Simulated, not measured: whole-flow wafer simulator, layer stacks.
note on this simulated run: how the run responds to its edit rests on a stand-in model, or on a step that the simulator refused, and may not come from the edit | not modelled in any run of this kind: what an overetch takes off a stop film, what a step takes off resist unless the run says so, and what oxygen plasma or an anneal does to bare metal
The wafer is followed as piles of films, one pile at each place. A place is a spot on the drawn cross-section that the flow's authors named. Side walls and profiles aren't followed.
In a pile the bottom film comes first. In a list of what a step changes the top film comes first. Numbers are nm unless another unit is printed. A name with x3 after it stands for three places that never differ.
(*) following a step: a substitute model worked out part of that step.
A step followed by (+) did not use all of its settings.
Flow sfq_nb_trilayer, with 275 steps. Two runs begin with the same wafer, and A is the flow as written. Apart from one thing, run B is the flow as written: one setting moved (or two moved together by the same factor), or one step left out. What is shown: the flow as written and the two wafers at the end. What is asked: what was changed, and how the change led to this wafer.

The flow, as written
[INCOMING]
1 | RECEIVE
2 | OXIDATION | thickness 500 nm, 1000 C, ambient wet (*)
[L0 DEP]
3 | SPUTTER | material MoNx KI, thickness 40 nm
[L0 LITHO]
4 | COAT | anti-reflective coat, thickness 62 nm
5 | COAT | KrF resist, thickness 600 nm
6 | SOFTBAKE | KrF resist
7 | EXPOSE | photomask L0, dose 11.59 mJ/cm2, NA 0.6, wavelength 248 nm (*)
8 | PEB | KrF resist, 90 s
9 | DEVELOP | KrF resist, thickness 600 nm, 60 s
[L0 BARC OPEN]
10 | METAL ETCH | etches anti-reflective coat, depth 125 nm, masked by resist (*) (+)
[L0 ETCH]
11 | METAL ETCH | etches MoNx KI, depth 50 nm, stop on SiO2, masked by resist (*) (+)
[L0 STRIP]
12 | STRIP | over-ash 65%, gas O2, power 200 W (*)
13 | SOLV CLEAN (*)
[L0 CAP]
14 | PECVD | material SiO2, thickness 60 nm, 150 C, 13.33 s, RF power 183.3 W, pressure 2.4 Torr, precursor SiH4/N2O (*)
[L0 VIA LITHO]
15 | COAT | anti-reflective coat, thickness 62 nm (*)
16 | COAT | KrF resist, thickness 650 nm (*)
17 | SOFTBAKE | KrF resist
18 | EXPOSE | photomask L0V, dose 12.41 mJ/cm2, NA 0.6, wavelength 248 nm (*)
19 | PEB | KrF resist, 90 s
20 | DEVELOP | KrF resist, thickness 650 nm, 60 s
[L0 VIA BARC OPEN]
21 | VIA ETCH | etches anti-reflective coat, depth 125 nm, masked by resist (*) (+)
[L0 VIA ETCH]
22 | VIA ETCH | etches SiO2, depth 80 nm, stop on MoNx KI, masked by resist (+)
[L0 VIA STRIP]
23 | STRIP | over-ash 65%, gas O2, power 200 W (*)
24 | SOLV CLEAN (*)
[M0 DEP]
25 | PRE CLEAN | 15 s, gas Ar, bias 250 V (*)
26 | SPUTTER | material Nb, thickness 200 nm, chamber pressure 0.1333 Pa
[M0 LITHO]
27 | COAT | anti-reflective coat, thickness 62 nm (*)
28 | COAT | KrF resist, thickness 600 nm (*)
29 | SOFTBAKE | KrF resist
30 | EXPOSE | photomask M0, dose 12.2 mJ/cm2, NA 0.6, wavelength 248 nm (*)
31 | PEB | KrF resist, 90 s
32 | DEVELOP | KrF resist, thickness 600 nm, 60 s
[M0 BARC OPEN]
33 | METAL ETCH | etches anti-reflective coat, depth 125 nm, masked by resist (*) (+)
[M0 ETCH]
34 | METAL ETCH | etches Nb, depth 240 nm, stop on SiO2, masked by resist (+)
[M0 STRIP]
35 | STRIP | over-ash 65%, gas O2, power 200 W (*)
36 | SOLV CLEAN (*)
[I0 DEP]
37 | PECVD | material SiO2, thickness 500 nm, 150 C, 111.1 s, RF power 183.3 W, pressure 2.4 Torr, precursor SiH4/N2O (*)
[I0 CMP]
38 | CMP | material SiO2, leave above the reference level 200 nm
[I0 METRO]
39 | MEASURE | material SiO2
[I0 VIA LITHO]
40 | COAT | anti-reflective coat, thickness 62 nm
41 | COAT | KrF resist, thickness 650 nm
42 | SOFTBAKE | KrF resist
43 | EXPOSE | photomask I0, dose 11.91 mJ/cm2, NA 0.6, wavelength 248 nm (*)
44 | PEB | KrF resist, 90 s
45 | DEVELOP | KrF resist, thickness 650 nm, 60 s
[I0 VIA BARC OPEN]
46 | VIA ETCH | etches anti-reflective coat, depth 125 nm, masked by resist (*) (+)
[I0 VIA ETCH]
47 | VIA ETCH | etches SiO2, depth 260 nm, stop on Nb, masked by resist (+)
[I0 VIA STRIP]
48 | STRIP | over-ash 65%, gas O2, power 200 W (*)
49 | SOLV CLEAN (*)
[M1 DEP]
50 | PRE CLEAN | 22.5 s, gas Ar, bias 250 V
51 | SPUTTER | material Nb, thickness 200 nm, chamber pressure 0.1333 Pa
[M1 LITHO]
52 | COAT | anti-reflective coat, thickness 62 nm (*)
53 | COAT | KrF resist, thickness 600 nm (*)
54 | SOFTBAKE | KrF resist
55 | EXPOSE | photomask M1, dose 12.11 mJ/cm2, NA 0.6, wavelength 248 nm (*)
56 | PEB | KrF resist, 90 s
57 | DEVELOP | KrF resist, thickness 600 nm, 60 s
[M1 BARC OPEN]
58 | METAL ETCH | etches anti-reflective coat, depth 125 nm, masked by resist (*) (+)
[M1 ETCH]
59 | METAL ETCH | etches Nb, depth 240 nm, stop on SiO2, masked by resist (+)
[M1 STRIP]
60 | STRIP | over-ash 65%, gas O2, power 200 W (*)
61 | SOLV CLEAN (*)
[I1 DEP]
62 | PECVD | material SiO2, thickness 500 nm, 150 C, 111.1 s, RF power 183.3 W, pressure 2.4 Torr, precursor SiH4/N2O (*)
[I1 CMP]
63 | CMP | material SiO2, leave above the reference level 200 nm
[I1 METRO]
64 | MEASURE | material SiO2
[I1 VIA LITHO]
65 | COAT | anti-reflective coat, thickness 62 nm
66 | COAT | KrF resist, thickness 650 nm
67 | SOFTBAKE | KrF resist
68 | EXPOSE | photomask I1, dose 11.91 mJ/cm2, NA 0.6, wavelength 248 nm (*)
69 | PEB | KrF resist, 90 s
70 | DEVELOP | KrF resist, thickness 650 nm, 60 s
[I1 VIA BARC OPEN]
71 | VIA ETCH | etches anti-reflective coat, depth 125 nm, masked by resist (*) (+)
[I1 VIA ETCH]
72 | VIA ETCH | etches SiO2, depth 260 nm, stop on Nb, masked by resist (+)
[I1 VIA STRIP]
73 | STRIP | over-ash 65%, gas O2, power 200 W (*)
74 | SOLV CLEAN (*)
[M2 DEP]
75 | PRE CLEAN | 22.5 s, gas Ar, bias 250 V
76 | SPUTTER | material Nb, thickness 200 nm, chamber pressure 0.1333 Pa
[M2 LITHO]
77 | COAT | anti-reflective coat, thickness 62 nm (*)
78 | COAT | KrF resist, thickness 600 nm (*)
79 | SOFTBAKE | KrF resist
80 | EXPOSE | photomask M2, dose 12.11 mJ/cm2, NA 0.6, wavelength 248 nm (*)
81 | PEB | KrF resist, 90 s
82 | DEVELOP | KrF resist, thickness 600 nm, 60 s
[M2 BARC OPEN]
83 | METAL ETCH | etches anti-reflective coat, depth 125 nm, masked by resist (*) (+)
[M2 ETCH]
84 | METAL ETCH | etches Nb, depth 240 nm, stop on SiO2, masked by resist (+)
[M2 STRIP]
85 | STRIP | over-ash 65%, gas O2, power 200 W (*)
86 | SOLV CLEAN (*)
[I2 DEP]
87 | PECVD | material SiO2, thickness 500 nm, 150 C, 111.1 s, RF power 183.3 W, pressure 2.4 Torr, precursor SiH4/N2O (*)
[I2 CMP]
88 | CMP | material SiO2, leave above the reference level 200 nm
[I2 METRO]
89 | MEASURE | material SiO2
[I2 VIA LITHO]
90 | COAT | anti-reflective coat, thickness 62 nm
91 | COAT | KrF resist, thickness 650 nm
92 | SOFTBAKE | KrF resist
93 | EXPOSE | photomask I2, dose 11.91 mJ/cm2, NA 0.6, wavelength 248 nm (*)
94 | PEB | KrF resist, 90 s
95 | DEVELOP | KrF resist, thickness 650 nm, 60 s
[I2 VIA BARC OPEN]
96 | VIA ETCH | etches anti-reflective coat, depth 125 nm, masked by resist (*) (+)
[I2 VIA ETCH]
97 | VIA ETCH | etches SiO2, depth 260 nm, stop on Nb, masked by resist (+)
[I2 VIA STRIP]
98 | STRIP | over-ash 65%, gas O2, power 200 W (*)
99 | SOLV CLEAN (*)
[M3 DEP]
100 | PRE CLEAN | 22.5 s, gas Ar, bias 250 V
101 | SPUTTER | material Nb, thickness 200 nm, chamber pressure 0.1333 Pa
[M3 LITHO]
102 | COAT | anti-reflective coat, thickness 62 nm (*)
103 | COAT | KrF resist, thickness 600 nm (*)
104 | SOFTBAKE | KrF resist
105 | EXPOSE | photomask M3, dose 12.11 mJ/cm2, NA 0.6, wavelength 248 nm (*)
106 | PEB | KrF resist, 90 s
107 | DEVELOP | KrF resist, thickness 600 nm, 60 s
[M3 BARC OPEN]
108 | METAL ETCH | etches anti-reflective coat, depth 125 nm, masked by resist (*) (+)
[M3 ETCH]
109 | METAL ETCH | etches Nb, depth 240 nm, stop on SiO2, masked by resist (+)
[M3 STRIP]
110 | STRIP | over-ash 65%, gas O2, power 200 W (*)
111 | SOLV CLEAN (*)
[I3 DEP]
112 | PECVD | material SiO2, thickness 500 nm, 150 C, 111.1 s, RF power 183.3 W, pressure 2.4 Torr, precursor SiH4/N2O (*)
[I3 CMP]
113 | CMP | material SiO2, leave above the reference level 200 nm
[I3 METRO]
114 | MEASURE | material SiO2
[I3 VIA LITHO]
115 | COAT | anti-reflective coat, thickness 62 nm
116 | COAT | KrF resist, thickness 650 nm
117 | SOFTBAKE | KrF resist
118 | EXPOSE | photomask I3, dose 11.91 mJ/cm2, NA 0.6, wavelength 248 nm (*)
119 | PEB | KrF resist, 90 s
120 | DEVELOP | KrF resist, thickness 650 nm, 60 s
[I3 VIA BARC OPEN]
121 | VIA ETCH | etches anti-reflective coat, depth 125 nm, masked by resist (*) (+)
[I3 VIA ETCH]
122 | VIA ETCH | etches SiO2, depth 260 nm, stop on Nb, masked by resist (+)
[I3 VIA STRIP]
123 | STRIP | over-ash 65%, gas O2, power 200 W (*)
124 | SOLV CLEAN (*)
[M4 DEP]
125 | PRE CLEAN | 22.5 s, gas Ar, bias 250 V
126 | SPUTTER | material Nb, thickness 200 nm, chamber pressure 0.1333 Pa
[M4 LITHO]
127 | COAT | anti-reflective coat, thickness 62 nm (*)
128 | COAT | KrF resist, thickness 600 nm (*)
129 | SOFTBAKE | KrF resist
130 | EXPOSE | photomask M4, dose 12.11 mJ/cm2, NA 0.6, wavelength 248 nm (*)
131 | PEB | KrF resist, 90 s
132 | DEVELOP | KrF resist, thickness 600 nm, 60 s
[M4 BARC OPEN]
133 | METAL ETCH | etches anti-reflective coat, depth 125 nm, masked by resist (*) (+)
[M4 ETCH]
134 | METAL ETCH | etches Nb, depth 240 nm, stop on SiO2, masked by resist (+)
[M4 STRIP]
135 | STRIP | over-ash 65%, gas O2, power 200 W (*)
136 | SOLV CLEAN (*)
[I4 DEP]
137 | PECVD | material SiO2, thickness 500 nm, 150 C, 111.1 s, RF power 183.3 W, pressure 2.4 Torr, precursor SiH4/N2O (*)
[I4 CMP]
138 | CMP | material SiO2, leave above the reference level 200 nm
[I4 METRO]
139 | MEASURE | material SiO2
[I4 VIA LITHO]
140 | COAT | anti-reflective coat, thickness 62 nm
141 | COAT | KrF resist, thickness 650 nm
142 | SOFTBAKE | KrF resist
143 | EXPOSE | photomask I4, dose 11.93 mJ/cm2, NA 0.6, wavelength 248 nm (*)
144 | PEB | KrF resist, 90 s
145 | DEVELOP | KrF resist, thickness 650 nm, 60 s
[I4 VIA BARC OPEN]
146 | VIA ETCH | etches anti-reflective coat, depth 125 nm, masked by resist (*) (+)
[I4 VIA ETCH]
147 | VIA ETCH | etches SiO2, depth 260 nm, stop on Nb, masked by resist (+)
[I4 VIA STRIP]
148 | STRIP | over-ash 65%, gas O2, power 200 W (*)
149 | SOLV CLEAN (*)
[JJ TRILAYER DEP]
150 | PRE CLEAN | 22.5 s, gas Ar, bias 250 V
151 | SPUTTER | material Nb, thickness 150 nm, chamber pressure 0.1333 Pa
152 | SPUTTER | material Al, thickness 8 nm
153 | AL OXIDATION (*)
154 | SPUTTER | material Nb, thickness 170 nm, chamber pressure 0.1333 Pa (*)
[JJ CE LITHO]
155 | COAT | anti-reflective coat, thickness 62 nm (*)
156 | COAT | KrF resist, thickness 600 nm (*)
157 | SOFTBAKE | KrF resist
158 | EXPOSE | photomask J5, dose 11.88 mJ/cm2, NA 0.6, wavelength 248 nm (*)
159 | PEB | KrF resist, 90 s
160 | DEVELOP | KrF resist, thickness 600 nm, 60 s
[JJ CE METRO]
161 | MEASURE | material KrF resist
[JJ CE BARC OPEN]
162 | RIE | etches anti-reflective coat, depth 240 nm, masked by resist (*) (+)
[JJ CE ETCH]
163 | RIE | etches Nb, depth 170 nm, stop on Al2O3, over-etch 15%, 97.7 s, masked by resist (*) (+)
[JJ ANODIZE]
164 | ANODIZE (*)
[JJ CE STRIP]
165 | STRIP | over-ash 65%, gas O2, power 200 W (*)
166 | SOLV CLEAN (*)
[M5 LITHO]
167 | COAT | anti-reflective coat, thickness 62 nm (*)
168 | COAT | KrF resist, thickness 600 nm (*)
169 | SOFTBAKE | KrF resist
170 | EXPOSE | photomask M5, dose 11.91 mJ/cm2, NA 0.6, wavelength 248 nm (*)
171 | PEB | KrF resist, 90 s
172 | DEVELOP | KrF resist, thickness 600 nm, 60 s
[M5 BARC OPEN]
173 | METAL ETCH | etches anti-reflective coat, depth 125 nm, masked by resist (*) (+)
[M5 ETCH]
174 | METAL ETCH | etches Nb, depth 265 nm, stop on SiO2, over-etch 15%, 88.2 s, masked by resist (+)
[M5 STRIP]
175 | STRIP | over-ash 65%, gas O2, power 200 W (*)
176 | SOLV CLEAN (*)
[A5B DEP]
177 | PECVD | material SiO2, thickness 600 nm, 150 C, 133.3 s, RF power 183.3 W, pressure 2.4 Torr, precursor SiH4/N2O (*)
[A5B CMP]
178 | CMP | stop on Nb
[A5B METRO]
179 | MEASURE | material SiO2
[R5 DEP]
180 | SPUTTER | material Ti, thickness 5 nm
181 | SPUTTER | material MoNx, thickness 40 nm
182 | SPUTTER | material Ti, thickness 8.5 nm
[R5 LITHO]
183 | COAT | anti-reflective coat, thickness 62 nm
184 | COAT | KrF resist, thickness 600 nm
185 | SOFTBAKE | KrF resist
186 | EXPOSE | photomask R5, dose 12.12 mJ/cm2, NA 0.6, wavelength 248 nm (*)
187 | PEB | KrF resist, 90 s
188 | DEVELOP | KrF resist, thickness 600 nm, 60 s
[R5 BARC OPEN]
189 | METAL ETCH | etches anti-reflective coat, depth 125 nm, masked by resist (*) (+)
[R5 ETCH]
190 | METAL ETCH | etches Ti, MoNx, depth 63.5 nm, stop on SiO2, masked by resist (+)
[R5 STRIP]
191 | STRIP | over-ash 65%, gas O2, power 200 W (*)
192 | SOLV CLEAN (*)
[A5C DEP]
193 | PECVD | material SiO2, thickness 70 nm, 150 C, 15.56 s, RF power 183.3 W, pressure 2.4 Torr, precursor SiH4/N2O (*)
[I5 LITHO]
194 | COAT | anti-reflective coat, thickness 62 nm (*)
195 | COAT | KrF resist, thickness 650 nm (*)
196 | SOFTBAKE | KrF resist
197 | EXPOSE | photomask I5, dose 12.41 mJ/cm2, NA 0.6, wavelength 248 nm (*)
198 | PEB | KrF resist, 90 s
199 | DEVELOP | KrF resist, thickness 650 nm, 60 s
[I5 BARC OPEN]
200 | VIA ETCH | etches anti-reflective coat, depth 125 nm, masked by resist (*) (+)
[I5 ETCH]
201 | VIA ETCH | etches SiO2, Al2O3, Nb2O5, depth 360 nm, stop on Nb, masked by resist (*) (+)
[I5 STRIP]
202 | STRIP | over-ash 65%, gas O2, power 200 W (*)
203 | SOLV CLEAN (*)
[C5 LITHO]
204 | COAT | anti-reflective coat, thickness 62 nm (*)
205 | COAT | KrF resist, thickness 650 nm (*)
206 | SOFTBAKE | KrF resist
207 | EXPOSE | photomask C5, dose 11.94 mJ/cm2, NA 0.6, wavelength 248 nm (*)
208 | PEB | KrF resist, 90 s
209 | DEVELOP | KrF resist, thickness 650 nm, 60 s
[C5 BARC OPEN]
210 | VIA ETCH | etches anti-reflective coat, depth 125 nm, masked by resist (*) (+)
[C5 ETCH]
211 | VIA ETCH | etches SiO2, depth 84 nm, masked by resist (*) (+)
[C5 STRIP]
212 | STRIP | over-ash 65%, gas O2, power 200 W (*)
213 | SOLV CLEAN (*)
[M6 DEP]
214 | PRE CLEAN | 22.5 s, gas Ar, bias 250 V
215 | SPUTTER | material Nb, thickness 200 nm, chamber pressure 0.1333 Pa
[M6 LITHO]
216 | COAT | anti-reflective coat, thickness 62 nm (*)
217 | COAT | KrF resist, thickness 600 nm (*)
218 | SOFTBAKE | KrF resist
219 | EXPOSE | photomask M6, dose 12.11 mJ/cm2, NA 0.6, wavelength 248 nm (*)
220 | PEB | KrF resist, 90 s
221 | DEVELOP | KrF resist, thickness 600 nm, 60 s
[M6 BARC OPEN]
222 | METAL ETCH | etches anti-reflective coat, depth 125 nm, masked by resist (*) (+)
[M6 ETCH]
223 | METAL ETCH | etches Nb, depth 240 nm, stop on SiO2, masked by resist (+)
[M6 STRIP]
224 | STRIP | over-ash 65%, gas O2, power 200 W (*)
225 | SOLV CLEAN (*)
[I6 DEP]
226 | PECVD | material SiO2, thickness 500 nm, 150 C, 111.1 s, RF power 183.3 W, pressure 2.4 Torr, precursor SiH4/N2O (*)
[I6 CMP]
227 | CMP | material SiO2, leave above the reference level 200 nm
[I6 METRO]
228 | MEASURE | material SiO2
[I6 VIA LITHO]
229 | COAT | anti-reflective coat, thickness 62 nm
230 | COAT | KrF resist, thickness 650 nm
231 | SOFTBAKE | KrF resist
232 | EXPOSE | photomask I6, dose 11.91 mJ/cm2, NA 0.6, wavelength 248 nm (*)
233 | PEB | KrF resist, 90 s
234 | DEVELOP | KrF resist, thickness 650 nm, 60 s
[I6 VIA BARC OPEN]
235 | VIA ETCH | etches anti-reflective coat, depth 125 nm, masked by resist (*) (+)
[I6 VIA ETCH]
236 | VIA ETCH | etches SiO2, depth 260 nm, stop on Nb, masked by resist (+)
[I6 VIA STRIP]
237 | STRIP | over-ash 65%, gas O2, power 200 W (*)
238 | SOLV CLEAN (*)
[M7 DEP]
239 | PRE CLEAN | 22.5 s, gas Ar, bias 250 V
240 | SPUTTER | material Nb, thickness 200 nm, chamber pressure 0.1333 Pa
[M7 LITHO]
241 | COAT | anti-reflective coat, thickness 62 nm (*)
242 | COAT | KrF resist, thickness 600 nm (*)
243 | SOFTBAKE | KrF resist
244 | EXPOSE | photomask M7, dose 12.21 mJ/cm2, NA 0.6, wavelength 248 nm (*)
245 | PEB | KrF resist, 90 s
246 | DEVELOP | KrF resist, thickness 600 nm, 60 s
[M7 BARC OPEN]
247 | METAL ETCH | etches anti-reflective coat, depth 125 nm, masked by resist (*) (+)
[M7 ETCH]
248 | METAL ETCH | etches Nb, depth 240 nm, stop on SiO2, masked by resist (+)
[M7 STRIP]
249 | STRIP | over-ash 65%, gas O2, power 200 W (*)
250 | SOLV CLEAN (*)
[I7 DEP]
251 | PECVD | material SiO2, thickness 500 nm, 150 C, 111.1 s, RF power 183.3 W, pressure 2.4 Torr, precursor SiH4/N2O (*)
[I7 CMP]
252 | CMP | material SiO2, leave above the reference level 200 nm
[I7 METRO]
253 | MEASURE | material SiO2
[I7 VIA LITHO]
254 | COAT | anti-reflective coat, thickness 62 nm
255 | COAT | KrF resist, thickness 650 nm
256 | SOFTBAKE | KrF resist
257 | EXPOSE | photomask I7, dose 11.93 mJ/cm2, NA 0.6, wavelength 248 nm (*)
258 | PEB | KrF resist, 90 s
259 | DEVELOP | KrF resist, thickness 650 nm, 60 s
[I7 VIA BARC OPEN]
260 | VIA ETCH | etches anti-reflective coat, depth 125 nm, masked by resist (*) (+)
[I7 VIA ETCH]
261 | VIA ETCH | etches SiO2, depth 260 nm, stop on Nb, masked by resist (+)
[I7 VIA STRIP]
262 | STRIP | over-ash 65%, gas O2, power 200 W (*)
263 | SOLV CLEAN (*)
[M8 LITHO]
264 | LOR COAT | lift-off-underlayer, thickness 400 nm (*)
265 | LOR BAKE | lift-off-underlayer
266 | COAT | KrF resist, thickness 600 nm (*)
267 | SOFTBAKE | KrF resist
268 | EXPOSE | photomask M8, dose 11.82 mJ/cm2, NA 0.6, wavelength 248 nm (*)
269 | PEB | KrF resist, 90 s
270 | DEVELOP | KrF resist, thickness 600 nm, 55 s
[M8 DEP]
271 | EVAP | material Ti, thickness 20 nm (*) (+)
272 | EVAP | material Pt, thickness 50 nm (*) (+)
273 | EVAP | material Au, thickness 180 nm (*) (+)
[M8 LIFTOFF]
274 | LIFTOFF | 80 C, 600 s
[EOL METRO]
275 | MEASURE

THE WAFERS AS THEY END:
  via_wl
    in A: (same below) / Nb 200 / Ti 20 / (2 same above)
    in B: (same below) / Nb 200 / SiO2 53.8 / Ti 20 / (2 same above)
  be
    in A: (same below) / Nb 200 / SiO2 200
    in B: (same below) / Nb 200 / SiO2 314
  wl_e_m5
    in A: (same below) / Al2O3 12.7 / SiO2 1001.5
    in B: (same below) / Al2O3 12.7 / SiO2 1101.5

Cause: step 252, CMP: leave above the reference level 314 nm was run, while the flow as written has leave above the reference level 200 nm.
The wafer itself shows it: be has SiO2 314, and step 252 as written asks for 200 nm.

How this came from the change, step by step:
  252 | CMP | material SiO2, leave above the reference level 200 nm
      field_l, p4_fl, p4_fm and 56 more: A SiO2 loses 100 | B nothing
      field_r, lsp_l: A SiO2 loses 77.7 | B nothing
      (also at 45 further places)
  254 | COAT | anti-reflective coat, thickness 62 nm
      m0r_space_l, m0r_space_r, m6r_space_l, m6r_space_r: A anti-reflective coat gains 62 (new film) | B anti-reflective coat gains 64 (new film)
      field_l, wl_c_sl: A anti-reflective coat gains 62 (new film) | B anti-reflective coat gains 64.4 (new film)
      (also at 21 further places)
  255 | COAT | KrF resist, thickness 650 nm
      lsp_l: A KrF resist gains 650 (new film) | B KrF resist gains 665.1 (new film)
  261 | VIA ETCH | etches SiO2, depth 260 nm, stop on Nb, masked by resist (+)
      via_wl, via_w, via_wr: A SiO2 loses 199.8 (all of it) | B SiO2 loses 260
  262 | STRIP | over-ash 65%, gas O2, power 200 W (*)
      m0r_space_l, m0r_space_r, m6r_space_l, m6r_space_r: A KrF resist loses 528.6 (all of it), anti-reflective coat loses 62 (all of it) | B KrF resist loses 530.7 (all of it), anti-reflective coat loses 64 (all of it)
      m5r_linepad_l, m5r_linepad_r: A KrF resist loses 528.6 (all of it), anti-reflective coat loses 62 (all of it) | B KrF resist loses 526.4 (all of it), anti-reflective coat loses 68.4 (all of it)
      (also at 21 further places)
  264 | LOR COAT | lift-off-underlayer, thickness 400 nm (*)
      v_sur: A lift-off-underlayer gains 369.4 (new film) | B lift-off-underlayer gains 357.7 (new film)
      via_wl: A lift-off-underlayer gains 549.8 (new film) | B lift-off-underlayer gains 590.3 (new film)
      (also at 8 further places)
  270 | DEVELOP | KrF resist, thickness 600 nm, 55 s
      v_sur: A KrF resist loses 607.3 (all of it), lift-off-underlayer loses 369.4 (all of it) | B KrF resist loses 606.8 (all of it), lift-off-underlayer loses 357.7 (all of it)
      via_wl: A KrF resist loses 623.9 (all of it), lift-off-underlayer loses 549.8 (all of it) | B KrF resist loses 630.8 (all of it), lift-off-underlayer loses 590.3 (all of it)
      (also at 3 further places)
  274 | LIFTOFF | 80 C, 600 s
      field_r: A Au loses 180 (all of it), Pt loses 50 (all of it), Ti loses 20 (all of it), KrF resist loses 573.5 (all of it), lift-off-underlayer loses 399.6 (all of it) | B Au loses 180 (all of it), Pt loses 50 (all of it), Ti loses 20 (all of it), KrF resist loses 577 (all of it), lift-off-underlayer loses 422.5 (all of it)
      lsp_l: A Au loses 180 (all of it), Pt loses 50 (all of it), Ti loses 20 (all of it), KrF resist loses 573.4 (all of it), lift-off-underlayer loses 399.6 (all of it) | B Au loses 180 (all of it), Pt loses 50 (all of it), Ti loses 20 (all of it), KrF resist loses 577.8 (all of it), lift-off-underlayer loses 421.2 (all of it)
      (also at 3 further places)
If metal films that touch count as one body, via_wl has 8 bodies (between them, from the top down: SiO2 53.8; SiO2 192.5; SiO2 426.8 / Al2O3 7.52 / Nb2O5 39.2; SiO2 192.5; SiO2 192.5; SiO2 192.5; SiO2 192.5); the flow as written gives 7 bodies (between them, from the top down: SiO2 192.5; SiO2 426.8 / Al2O3 7.52 / Nb2O5 39.2; SiO2 192.5; SiO2 192.5; SiO2 192.5; SiO2 192.5).
